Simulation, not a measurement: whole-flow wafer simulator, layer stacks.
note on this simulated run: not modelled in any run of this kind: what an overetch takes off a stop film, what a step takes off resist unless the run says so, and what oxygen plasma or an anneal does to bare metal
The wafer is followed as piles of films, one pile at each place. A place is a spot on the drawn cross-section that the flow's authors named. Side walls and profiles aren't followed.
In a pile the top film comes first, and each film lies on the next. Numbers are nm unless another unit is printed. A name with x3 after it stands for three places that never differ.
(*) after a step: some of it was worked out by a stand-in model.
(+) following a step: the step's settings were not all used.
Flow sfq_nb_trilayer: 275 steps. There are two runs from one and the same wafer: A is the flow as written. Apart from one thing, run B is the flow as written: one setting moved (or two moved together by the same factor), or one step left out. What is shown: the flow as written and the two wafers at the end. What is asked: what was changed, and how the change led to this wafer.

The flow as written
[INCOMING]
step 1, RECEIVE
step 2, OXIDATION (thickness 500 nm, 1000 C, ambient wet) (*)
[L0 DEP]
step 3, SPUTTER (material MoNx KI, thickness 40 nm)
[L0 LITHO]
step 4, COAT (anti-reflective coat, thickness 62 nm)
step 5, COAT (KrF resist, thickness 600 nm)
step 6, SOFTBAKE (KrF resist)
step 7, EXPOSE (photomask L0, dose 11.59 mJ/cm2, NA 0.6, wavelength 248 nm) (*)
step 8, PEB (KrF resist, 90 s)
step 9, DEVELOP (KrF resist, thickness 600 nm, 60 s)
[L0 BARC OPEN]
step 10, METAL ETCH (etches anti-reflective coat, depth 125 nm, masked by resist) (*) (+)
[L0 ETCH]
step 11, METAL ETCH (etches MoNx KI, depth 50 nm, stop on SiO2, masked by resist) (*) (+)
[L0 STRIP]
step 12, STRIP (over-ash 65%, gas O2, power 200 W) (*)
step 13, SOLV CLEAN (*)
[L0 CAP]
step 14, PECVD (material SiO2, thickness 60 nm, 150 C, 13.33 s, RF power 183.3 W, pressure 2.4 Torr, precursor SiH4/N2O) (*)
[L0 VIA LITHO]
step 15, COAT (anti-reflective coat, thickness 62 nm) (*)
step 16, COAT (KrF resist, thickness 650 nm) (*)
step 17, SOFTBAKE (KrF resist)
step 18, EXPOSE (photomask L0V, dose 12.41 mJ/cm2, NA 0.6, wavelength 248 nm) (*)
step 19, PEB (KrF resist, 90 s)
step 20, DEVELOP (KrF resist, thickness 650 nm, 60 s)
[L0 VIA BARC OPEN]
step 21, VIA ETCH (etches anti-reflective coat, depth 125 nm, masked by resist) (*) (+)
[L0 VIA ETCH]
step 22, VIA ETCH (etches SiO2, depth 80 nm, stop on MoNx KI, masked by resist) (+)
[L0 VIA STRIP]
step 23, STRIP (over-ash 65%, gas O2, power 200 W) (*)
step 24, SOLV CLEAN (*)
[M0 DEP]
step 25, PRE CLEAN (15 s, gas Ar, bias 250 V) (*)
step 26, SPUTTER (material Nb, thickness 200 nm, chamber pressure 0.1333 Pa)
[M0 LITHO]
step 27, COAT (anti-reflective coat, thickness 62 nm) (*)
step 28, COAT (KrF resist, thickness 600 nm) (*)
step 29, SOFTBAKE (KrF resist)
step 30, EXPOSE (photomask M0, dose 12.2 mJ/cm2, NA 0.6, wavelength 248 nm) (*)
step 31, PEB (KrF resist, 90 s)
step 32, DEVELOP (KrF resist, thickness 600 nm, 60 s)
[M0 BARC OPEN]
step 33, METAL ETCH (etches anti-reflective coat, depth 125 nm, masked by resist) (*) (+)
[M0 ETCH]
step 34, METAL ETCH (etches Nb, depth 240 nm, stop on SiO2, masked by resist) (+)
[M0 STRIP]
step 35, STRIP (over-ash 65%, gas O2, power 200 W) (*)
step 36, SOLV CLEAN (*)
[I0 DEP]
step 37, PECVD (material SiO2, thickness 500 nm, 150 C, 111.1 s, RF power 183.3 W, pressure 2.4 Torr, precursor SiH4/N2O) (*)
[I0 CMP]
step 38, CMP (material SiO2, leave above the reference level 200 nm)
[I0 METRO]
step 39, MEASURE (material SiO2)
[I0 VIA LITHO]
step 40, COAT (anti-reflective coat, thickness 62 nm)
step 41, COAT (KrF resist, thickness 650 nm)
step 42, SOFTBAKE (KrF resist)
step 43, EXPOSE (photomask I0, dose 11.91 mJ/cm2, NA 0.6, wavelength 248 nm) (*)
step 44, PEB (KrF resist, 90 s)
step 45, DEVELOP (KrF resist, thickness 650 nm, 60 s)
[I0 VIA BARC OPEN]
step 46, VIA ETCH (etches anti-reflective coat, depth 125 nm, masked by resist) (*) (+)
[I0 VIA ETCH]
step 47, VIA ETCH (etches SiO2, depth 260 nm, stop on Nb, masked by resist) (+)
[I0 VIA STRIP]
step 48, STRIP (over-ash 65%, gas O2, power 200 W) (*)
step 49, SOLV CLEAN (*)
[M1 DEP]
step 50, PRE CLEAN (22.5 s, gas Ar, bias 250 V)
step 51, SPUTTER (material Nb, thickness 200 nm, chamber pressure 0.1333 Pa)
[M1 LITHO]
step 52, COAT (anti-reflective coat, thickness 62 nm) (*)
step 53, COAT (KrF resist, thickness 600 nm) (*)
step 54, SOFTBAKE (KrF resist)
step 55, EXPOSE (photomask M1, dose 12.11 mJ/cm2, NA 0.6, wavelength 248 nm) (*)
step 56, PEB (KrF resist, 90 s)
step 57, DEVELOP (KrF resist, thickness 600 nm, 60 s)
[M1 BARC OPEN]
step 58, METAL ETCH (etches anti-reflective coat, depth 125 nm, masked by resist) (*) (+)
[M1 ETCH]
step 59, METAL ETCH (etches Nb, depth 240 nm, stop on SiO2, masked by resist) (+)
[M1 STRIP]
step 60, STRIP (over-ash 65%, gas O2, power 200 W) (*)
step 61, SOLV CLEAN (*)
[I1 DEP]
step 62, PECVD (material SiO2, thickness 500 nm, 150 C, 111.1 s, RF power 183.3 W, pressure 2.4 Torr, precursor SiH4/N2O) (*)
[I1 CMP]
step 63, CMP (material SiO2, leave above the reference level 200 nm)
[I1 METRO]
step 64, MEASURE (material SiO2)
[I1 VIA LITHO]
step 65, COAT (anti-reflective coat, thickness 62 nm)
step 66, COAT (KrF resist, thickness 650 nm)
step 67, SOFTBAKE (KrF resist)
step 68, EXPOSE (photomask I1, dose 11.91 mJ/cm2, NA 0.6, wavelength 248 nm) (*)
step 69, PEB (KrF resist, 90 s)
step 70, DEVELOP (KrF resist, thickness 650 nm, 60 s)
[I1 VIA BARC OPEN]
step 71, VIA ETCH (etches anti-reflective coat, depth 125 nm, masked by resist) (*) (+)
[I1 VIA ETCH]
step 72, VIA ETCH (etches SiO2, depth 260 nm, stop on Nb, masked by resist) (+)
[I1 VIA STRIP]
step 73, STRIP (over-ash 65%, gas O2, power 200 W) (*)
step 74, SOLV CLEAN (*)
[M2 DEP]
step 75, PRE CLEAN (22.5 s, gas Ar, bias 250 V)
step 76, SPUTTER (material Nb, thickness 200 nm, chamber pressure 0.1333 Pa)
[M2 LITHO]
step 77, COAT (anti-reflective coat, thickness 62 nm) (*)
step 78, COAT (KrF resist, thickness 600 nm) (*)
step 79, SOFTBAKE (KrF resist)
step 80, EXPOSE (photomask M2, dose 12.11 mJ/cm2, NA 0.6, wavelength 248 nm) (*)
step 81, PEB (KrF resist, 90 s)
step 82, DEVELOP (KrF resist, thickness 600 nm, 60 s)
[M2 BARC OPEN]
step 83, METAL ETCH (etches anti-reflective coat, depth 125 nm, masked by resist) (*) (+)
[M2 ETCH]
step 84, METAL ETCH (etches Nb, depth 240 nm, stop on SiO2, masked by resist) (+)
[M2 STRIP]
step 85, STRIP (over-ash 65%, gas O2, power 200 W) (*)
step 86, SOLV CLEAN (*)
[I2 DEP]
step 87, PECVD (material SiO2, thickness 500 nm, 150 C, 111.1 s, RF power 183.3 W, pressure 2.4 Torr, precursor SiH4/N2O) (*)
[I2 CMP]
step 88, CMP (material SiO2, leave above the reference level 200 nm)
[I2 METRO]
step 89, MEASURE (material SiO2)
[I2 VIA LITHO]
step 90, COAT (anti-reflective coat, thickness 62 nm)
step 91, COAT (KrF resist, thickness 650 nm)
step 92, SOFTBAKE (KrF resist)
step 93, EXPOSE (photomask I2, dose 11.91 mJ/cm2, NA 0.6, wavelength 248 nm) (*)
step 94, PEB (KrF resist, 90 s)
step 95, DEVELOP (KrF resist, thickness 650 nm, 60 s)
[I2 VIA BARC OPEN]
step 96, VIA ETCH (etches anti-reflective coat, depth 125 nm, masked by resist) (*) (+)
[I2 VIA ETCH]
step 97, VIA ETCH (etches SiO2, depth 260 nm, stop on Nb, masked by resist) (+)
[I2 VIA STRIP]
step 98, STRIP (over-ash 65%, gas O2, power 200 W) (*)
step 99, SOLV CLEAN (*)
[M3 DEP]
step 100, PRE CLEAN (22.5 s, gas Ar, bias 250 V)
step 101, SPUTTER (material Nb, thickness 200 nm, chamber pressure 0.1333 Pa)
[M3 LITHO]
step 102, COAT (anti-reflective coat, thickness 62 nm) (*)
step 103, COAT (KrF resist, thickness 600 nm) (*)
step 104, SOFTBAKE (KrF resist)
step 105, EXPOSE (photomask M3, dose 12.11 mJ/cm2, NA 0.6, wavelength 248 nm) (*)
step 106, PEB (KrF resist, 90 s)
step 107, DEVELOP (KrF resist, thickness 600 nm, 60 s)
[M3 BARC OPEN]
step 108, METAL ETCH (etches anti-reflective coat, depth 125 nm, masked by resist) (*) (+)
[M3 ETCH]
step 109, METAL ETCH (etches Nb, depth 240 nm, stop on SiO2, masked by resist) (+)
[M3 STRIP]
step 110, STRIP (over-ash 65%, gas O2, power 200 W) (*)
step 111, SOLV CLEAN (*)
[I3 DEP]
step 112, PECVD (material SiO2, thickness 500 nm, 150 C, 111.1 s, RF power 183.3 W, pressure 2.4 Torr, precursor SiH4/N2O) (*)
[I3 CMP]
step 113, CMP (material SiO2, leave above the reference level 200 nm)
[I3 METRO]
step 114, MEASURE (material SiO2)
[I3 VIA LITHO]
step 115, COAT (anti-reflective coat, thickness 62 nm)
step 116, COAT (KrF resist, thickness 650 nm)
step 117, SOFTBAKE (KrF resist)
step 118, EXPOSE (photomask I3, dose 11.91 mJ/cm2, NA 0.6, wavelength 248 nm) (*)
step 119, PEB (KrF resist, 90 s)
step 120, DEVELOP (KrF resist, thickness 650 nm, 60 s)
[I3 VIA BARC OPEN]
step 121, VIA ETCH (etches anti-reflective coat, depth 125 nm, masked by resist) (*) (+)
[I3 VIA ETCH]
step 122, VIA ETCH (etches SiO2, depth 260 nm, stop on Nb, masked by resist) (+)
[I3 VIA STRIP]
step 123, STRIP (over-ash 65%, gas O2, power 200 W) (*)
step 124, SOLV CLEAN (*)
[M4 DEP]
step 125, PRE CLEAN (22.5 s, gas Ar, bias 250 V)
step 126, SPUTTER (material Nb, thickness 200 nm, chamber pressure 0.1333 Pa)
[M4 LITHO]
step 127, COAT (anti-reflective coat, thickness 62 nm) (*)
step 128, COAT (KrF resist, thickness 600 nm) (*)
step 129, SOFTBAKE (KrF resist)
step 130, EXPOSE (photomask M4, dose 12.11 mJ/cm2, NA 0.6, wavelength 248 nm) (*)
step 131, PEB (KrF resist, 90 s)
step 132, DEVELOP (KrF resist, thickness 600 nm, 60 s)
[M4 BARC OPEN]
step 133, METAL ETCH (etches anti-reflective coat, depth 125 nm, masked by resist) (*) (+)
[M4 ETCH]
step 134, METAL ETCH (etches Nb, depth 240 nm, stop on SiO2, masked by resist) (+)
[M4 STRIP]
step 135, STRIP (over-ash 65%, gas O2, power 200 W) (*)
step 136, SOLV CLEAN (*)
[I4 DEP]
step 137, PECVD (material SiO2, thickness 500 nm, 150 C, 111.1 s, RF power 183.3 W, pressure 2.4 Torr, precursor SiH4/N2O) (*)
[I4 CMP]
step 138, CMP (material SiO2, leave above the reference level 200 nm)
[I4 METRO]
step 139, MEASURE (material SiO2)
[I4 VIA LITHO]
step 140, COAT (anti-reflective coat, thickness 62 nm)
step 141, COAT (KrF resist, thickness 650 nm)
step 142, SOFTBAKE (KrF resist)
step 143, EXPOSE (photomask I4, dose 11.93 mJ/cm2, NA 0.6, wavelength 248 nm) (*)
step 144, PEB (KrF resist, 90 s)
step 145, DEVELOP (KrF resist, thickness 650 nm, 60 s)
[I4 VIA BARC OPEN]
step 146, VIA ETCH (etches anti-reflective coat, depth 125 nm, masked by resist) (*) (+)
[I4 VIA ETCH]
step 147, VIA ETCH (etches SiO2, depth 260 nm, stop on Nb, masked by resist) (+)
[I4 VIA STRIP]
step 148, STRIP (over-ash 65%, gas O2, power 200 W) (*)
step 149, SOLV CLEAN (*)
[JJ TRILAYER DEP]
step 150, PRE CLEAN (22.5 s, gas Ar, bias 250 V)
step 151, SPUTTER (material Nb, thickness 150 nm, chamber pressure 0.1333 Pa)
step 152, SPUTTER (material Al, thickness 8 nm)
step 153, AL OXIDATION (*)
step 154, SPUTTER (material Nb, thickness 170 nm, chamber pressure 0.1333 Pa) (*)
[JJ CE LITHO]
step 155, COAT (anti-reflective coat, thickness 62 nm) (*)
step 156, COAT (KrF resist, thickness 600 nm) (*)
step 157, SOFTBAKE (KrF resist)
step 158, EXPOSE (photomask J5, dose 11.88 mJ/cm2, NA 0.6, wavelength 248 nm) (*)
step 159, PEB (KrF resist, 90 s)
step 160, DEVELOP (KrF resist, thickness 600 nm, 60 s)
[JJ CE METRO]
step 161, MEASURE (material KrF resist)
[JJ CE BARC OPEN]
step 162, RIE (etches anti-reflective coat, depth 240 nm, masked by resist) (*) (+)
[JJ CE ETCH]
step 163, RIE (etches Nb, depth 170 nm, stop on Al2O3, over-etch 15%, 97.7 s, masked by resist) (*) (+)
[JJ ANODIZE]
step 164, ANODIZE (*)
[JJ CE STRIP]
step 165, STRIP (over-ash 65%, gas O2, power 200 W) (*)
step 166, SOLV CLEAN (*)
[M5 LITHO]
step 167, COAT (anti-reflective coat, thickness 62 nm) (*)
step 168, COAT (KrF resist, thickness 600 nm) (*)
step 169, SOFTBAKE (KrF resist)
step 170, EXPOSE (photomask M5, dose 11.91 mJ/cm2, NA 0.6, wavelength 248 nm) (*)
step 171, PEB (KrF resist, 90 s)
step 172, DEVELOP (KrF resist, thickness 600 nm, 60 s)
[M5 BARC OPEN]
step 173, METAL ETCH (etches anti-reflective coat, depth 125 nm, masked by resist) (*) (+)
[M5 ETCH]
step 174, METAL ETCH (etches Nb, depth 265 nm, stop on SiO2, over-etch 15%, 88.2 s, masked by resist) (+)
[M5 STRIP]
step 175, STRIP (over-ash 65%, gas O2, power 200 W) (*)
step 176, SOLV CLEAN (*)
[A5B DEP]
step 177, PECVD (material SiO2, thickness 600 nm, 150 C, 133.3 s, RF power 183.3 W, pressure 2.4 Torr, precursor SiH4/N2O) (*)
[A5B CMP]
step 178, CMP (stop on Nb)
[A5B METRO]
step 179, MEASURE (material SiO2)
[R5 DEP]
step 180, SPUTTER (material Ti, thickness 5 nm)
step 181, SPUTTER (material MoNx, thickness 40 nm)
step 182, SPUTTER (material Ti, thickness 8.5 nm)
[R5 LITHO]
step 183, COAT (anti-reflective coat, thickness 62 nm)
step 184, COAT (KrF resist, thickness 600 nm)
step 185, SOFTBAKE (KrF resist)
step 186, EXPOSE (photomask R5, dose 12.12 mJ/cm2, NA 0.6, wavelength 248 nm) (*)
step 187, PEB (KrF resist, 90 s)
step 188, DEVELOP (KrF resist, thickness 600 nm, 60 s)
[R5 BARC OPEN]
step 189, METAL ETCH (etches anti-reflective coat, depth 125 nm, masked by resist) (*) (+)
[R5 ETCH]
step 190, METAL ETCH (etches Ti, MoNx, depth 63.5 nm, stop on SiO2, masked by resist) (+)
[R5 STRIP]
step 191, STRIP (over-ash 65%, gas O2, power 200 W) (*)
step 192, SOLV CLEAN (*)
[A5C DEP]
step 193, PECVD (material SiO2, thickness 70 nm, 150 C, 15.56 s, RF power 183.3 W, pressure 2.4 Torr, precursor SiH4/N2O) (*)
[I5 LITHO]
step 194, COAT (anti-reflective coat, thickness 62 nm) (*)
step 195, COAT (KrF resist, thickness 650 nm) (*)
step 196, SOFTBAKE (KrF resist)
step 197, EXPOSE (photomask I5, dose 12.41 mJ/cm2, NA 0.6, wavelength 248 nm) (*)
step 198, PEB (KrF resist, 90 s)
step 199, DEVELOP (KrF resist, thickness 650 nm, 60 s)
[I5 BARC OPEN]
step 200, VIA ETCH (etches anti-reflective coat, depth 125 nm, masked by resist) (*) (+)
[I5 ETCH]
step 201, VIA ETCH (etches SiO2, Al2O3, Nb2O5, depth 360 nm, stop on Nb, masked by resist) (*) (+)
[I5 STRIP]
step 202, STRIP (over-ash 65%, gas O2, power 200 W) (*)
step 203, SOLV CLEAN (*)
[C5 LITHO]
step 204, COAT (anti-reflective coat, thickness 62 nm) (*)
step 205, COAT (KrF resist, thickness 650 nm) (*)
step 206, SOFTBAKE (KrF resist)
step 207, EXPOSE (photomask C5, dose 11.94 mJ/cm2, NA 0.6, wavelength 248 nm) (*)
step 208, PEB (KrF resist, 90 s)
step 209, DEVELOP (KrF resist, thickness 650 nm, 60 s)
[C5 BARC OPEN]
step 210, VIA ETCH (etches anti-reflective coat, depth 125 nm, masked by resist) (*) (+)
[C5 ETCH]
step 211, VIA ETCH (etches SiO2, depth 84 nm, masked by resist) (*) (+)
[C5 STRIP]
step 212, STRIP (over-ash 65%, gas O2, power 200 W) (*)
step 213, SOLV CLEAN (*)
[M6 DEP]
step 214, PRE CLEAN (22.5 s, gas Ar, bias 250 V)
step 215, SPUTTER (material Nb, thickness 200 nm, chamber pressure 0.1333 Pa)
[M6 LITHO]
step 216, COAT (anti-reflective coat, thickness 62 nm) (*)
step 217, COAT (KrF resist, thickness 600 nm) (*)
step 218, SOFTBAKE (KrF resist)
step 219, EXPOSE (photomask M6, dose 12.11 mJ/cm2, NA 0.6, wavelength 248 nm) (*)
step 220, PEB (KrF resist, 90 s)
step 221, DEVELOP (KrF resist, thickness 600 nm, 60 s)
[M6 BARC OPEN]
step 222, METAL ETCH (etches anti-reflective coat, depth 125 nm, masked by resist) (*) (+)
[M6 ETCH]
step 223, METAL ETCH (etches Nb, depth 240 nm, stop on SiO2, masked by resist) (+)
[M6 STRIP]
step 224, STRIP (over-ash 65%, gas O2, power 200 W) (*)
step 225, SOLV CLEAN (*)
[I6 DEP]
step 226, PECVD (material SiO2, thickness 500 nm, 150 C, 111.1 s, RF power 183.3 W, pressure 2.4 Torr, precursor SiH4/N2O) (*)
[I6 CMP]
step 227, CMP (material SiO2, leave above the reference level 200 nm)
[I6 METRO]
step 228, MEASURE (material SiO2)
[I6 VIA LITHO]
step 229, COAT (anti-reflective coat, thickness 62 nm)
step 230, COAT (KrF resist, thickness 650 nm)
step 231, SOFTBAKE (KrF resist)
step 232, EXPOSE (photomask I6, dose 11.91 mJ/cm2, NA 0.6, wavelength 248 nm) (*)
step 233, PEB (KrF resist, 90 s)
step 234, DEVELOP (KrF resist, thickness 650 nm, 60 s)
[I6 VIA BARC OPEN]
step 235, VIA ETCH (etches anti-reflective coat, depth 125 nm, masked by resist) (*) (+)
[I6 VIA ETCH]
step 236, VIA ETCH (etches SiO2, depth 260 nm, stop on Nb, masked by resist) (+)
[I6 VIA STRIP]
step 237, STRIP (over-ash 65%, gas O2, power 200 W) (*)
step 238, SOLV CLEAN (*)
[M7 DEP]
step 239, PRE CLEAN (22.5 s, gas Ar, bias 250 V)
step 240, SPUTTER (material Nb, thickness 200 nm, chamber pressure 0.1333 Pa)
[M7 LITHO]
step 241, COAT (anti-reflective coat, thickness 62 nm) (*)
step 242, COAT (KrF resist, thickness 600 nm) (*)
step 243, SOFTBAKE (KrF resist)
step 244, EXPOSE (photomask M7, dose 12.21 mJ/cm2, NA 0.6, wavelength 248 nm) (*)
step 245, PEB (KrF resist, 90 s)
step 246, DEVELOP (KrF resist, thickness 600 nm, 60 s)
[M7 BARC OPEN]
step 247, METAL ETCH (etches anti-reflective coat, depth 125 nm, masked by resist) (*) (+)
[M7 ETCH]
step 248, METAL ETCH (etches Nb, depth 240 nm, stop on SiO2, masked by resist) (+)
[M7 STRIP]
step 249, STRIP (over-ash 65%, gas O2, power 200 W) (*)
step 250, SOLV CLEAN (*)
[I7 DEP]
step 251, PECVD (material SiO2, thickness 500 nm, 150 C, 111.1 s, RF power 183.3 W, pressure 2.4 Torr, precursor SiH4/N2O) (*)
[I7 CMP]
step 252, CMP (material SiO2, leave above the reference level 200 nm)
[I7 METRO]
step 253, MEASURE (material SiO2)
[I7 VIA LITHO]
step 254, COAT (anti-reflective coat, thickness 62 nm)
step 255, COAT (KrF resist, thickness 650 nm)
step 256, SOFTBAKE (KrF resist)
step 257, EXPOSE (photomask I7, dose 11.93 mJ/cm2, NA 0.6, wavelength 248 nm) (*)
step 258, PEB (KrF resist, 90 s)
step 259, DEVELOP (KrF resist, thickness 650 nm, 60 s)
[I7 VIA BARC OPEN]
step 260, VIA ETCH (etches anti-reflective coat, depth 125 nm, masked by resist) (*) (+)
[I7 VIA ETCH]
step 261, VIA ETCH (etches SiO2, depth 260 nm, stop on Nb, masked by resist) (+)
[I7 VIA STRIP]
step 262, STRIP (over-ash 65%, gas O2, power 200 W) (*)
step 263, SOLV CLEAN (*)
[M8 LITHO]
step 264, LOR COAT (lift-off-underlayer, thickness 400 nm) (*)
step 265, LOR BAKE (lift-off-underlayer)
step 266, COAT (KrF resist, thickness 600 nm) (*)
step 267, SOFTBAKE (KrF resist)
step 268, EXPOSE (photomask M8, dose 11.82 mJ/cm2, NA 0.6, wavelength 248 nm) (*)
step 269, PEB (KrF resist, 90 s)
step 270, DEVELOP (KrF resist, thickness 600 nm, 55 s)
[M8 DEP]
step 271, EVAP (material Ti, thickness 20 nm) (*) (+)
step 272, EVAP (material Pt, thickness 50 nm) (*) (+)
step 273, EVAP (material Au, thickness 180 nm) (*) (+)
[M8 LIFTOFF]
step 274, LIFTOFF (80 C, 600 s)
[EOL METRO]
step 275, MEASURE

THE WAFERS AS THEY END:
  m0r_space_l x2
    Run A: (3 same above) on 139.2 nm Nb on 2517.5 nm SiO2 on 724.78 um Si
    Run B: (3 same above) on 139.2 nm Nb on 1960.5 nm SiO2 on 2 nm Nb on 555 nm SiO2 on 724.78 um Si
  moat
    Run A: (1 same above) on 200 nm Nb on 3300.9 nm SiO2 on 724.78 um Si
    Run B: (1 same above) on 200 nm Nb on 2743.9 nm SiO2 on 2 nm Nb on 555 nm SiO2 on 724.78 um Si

Cause: step 34, METAL ETCH: depth 198 nm was run, whereas the flow has depth 240 nm.

The path from the change to this, step by step:
  step 34, METAL ETCH (etches Nb, depth 240 nm, stop on SiO2, masked by resist) (+)
      moat, m0r_space_l x2: A Nb loses 200 (all of it) | B Nb loses 198
      field_l, v_sur, via_wl and 100 more: A KrF resist loses 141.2 | B KrF resist loses 116.5
  step 35, STRIP (over-ash 65%, gas O2, power 200 W) (*)
      p4_fl, p4_fm, p4_w1 and 68 more: A KrF resist loses 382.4 (all of it), anti-reflective coat loses 62 (all of it) | B KrF resist loses 407.1 (all of it), anti-reflective coat loses 62 (all of it)
      ce_r, sp_r, be_r, r_sur: A KrF resist loses 389 (all of it), anti-reflective coat loses 63.6 (all of it) | B KrF resist loses 413.7 (all of it), anti-reflective coat loses 63.6 (all of it)
      (as well as at 28 more places)
  step 37, PECVD (material SiO2, thickness 500 nm, 150 C, 111.1 s, RF power 183.3 W, pressure 2.4 Torr, precursor SiH4/N2O) (*)
      moat, m0r_space_l x2: A SiO2 gains 557.1 | B SiO2 gains 555.1 (new film)
Taking metal films that touch as one body, m0r_space_l x2 has 2 bodies (between them, from the top down: SiO2 1960.5); the flow as written gives 1 body.
Taking metal films that touch as one body, moat has 2 bodies (between them, from the top down: SiO2 2743.9); the flow as written gives 1 body.
